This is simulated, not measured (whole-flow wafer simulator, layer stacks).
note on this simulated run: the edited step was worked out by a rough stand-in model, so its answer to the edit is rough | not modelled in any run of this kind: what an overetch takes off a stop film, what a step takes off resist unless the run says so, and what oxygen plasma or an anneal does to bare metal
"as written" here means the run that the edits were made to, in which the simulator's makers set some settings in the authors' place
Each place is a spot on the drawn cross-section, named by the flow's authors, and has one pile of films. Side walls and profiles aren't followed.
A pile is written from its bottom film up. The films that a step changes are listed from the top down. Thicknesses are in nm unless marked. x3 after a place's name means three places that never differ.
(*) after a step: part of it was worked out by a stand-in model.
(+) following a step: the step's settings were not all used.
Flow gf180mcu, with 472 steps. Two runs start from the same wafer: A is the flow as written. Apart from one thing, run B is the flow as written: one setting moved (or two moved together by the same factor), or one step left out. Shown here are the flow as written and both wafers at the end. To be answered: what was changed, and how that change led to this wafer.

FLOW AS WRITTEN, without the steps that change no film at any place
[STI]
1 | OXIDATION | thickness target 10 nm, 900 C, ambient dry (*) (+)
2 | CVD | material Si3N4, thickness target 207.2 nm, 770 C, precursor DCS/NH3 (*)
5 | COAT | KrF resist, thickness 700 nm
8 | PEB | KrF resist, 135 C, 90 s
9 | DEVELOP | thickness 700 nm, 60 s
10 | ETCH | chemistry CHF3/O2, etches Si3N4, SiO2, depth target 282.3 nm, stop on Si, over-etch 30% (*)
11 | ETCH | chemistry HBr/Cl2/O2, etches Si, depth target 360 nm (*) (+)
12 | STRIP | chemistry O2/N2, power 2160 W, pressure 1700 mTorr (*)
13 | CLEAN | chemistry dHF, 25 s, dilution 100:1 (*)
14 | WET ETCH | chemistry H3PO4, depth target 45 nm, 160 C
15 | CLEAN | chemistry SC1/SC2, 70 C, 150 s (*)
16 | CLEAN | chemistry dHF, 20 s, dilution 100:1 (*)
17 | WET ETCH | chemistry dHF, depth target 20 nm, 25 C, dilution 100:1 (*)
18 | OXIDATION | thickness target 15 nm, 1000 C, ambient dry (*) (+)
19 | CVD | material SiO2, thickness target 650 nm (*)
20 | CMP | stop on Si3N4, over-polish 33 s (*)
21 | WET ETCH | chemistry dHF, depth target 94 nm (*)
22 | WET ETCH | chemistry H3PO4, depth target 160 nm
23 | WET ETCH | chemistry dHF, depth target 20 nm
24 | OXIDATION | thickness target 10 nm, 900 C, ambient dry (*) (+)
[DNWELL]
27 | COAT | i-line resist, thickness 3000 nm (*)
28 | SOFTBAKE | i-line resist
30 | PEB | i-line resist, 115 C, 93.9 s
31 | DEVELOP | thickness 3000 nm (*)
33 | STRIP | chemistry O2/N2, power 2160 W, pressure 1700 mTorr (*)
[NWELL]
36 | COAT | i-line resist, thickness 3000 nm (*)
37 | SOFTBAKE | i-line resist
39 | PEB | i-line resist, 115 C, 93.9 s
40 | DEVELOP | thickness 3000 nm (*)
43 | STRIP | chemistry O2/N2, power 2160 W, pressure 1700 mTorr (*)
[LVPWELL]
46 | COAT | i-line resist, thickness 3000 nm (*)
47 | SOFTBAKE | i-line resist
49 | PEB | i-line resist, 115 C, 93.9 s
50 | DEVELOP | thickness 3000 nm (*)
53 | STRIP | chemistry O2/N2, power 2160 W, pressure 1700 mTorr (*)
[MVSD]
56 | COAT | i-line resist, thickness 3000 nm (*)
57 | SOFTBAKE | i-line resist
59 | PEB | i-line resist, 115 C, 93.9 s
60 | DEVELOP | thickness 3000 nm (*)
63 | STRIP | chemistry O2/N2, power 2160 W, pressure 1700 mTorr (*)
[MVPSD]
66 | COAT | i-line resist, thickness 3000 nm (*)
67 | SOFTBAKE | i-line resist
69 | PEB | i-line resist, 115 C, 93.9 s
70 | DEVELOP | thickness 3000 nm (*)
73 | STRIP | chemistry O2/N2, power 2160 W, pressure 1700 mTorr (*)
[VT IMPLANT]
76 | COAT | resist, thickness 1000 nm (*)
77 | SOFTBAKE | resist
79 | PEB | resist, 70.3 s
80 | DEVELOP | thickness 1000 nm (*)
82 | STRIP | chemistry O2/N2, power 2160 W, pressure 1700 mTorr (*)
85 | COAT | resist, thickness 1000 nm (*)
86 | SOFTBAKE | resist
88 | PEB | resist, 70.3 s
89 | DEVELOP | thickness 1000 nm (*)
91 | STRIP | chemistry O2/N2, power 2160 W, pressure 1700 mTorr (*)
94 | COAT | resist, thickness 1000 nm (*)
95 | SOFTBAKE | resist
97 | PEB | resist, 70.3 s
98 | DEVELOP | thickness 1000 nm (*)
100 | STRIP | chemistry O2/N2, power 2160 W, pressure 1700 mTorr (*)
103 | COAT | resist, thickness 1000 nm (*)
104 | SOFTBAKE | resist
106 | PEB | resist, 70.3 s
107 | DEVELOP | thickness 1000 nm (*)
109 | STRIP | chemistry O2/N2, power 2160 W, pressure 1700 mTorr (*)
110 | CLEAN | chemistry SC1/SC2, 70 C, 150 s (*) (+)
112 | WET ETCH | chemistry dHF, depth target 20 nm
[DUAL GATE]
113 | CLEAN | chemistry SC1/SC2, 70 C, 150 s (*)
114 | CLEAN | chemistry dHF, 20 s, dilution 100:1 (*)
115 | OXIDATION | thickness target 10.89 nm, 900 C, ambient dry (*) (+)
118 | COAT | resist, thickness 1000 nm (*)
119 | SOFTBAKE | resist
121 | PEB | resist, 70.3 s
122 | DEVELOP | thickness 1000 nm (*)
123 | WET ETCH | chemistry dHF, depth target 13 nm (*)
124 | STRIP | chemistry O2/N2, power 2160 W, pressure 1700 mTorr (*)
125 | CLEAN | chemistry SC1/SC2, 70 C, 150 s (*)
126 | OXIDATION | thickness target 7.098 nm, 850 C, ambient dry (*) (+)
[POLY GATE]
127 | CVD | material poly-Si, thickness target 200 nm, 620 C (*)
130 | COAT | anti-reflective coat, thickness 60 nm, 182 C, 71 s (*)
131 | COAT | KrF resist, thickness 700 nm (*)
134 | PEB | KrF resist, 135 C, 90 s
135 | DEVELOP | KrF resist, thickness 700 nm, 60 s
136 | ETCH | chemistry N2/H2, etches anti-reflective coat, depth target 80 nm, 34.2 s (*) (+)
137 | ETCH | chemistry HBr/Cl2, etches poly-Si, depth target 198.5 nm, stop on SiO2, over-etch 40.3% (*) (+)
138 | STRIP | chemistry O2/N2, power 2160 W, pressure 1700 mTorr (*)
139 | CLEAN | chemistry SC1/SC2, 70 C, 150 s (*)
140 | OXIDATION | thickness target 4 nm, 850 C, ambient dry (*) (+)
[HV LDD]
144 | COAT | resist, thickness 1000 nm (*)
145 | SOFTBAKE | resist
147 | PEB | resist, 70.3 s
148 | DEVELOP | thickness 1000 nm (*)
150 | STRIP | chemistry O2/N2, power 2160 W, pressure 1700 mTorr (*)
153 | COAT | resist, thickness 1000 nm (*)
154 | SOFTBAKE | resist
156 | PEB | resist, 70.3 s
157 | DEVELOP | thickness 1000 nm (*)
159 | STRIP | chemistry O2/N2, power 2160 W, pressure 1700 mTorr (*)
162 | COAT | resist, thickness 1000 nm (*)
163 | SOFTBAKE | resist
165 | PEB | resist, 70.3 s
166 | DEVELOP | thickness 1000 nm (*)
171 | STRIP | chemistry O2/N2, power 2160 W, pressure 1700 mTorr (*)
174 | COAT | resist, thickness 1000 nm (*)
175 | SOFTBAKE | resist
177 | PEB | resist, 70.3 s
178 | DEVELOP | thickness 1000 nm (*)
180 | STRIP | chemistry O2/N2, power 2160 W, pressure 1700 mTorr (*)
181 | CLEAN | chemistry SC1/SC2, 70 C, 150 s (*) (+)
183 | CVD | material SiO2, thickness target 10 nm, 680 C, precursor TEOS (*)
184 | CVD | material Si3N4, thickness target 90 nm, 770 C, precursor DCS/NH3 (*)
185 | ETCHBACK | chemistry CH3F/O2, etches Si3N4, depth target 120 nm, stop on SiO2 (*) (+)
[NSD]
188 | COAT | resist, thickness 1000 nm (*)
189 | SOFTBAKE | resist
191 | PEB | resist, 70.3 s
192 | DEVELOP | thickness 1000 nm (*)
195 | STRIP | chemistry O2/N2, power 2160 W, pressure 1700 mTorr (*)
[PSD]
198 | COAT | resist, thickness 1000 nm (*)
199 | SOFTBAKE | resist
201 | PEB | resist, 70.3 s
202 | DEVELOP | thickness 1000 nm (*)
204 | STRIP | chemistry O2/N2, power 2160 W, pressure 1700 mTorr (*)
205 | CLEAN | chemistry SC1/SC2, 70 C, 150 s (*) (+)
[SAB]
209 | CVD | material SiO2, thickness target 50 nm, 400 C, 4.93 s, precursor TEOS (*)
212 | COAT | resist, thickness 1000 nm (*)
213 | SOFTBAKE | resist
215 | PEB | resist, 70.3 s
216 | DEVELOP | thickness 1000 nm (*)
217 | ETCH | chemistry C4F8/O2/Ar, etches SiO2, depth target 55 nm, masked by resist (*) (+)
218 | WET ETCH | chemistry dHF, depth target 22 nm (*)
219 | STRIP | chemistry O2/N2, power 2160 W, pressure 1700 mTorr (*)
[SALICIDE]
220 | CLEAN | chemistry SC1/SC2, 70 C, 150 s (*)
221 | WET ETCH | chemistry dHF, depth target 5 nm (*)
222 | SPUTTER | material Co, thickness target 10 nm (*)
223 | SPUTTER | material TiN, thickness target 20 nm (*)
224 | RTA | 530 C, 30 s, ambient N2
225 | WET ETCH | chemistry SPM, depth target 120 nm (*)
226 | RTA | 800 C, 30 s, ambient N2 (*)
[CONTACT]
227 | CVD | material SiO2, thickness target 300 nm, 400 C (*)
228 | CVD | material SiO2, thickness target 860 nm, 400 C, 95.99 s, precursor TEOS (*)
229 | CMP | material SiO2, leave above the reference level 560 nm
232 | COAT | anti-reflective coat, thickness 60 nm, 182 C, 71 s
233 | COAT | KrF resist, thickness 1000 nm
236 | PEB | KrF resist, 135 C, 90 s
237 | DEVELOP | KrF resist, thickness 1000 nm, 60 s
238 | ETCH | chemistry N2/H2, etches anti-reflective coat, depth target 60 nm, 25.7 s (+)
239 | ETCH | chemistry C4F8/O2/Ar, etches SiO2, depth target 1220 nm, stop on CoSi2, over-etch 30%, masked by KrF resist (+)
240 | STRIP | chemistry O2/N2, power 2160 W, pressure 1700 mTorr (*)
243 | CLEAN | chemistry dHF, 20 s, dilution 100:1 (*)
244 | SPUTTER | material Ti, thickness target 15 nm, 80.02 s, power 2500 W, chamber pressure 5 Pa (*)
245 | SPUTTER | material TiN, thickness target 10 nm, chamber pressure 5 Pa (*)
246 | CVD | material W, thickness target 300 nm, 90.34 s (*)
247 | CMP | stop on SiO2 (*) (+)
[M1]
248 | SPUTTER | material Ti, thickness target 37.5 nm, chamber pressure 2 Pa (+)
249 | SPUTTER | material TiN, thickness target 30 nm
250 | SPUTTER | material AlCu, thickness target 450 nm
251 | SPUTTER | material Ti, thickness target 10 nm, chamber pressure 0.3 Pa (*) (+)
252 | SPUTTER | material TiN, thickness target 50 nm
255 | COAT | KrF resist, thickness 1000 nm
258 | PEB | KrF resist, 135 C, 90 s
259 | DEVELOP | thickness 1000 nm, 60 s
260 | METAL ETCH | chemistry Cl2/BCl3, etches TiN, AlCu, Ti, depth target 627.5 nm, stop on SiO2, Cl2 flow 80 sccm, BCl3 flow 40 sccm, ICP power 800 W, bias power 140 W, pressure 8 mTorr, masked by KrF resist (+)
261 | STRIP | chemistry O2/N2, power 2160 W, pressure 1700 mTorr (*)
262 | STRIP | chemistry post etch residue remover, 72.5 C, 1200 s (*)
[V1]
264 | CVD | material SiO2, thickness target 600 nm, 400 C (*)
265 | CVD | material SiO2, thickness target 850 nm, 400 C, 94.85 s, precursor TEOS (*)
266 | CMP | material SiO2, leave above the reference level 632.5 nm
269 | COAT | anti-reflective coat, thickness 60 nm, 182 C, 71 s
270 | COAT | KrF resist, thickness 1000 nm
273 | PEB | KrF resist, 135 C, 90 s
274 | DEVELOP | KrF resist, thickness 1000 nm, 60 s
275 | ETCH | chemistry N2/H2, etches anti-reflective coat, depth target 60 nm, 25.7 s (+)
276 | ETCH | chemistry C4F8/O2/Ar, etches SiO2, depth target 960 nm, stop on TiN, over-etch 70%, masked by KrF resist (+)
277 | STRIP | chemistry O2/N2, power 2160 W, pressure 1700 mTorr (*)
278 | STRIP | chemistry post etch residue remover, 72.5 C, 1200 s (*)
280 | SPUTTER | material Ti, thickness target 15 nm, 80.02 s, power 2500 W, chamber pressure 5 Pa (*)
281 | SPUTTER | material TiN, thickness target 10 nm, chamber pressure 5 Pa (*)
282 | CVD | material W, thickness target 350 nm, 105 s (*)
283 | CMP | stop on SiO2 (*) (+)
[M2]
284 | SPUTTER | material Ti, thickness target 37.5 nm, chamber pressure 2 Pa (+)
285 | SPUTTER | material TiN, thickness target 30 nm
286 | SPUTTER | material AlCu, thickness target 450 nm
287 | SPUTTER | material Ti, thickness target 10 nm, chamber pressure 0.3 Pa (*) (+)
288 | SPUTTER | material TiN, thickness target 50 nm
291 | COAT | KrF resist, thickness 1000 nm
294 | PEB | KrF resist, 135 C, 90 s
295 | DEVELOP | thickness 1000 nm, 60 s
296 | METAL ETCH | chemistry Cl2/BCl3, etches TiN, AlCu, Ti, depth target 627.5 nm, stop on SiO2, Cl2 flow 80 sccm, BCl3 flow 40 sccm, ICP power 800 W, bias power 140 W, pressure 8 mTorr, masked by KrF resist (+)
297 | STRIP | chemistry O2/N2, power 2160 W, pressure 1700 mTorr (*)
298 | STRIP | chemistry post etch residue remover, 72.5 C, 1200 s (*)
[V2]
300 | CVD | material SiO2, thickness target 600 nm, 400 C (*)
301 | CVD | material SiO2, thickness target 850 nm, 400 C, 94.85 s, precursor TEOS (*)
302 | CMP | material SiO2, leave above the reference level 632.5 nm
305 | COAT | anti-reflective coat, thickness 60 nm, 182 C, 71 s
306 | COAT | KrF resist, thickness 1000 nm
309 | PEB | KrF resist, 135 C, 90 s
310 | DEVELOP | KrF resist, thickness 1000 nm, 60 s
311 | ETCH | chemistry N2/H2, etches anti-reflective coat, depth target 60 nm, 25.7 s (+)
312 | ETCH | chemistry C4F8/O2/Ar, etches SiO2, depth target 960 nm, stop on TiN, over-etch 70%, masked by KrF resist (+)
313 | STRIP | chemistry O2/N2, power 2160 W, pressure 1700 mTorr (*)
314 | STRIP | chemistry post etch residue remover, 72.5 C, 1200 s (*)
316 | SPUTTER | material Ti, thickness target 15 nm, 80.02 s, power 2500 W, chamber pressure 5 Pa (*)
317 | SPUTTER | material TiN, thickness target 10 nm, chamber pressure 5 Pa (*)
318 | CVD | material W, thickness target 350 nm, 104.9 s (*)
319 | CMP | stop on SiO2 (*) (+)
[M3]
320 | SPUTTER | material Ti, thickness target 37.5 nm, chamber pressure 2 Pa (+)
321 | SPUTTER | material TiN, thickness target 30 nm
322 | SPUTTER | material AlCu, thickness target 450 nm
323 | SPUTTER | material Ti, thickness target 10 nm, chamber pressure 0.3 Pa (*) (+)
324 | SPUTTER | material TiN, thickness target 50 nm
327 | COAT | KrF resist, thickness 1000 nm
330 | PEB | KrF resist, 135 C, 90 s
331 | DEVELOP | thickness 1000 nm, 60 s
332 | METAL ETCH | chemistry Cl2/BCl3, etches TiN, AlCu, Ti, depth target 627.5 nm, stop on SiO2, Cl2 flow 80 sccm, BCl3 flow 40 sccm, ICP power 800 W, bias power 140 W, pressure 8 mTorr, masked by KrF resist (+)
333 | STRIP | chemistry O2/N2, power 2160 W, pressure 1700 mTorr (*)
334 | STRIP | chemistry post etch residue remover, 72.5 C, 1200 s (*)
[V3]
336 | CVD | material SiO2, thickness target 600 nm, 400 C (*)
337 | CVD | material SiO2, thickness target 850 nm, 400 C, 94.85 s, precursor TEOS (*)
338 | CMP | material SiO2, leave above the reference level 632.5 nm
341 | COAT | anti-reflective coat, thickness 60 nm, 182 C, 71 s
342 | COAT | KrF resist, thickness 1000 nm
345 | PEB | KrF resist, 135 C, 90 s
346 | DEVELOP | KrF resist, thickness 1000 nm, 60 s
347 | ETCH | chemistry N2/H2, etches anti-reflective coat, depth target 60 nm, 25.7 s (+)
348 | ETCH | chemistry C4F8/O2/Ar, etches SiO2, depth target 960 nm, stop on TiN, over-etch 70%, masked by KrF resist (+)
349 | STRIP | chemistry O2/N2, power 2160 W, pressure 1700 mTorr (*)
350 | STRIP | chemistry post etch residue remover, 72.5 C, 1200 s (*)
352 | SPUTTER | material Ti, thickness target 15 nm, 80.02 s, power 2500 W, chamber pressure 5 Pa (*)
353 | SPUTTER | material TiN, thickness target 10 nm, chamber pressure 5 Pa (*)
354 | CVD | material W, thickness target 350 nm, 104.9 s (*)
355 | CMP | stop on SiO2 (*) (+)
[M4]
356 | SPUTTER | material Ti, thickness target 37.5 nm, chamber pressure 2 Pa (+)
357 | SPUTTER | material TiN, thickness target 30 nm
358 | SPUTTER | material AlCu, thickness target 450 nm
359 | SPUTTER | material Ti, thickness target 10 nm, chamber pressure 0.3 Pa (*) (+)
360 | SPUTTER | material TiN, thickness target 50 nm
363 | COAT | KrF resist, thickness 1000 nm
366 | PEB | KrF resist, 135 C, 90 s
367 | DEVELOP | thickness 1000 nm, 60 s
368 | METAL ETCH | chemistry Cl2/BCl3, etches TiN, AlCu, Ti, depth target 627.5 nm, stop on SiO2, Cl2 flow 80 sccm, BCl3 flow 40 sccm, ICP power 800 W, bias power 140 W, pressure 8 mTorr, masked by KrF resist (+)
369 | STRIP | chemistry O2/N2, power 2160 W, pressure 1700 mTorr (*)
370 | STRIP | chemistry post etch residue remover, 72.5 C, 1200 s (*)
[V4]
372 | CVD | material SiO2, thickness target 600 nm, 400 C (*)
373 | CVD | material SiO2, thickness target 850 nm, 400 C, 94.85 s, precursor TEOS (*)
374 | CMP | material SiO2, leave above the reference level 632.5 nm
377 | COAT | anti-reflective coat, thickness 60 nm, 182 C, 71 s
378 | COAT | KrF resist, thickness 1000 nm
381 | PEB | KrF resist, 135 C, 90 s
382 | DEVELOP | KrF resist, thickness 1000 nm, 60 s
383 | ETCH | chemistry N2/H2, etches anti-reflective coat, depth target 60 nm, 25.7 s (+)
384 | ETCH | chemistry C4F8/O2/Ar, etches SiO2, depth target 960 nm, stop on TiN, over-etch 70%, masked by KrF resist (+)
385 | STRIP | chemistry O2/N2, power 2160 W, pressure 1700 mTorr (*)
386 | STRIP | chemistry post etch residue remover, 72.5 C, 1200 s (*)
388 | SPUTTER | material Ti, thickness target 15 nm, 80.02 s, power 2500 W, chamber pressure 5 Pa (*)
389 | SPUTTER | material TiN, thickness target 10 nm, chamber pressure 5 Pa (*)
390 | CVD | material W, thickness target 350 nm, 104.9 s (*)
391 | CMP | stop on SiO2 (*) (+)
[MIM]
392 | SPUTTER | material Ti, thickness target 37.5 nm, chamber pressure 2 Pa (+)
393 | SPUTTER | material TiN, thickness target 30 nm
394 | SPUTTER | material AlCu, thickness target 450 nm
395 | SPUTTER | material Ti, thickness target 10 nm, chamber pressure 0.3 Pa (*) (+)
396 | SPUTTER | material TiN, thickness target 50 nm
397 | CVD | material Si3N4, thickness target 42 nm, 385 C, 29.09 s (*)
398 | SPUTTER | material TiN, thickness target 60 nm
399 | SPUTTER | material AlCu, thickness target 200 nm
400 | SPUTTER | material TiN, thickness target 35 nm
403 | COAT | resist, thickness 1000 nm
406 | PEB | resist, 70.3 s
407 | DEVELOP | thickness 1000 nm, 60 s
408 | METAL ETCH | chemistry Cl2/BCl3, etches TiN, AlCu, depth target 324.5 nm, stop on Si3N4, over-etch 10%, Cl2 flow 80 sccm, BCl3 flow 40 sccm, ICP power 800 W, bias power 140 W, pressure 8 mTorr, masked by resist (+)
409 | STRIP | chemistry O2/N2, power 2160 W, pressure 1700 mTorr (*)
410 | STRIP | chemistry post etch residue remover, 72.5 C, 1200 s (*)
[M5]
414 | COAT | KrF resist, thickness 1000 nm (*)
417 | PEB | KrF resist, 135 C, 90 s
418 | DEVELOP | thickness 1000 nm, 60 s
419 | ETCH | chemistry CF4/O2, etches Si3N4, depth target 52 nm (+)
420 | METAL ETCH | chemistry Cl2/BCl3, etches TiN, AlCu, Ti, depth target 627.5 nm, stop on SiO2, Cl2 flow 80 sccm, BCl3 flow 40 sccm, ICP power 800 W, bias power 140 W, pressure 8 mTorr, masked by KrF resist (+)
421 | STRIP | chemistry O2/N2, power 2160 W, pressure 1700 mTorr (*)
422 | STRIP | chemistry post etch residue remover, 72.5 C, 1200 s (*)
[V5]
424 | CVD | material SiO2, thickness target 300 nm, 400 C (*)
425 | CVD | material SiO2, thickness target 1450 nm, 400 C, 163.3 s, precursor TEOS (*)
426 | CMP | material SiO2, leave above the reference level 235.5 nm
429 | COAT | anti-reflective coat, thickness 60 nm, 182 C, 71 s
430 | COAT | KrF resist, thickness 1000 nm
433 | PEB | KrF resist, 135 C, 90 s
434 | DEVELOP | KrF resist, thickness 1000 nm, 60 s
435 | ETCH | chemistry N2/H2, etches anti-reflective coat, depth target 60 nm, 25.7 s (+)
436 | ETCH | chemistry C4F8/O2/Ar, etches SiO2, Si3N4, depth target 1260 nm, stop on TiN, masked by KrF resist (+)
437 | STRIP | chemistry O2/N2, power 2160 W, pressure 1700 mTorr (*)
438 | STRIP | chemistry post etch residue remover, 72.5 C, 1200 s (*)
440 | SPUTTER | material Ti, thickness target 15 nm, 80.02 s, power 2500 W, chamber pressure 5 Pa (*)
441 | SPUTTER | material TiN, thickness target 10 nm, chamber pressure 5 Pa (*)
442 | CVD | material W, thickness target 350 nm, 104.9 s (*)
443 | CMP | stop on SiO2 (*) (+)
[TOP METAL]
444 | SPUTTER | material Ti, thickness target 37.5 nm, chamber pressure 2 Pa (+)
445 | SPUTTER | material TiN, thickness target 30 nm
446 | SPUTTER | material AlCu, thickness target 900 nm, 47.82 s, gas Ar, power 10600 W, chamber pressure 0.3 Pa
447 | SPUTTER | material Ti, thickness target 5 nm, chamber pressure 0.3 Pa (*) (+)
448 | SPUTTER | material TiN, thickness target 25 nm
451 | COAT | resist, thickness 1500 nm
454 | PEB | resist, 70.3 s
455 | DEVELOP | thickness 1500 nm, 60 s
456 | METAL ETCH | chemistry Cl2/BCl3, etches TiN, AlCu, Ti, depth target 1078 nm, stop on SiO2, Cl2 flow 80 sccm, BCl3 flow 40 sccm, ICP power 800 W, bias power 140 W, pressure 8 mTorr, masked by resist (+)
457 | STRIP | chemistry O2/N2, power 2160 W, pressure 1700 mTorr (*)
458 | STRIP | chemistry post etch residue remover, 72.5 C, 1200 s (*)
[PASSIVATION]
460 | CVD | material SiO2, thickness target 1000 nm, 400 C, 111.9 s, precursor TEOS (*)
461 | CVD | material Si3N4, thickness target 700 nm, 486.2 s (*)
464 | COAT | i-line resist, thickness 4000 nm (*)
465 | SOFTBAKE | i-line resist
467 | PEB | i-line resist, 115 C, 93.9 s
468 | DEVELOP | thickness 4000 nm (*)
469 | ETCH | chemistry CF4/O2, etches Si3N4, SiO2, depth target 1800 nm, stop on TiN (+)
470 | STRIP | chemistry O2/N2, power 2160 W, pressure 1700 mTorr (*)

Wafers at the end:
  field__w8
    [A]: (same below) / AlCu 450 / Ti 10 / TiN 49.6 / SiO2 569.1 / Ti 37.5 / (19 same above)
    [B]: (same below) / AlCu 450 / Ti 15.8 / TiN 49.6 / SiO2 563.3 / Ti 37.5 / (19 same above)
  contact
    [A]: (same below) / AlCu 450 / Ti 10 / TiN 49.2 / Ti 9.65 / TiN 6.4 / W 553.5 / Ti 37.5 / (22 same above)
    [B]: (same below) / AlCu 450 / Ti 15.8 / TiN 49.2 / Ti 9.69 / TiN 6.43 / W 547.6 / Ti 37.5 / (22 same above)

The reason: step 323, SPUTTER: thickness target 15.8 nm was run, while the flow as written has thickness target 10 nm.
The wafer itself shows it: field__w8 has Ti 15.8, and step 323 as written asks for 10 nm.

Step by step, how the change led to this:
  323 | SPUTTER | material Ti, thickness target 10 nm, chamber pressure 0.3 Pa (*) (+)
      field, field__w1, field__w2 and 108 more: A +10 Ti (new film) | B +15.8 Ti (new film)
  332 | METAL ETCH | chemistry Cl2/BCl3, etches TiN, AlCu, Ti, depth target 627.5 nm, stop on SiO2, Cl2 flow 80 sccm, BCl3 flow 40 sccm, ICP power 800 W, bias power 140 W, pressure 8 mTorr, masked by KrF resist (+)
      field, field__w1, field__w2 and 103 more: A -50 TiN (all of it), -10 Ti (all of it), -450 AlCu (all of it), -30 TiN (all of it), -37.5 Ti (all of it) | B -50 TiN (all of it), -15.8 Ti (all of it), -450 AlCu (all of it), -30 TiN (all of it), -37.5 Ti (all of it)
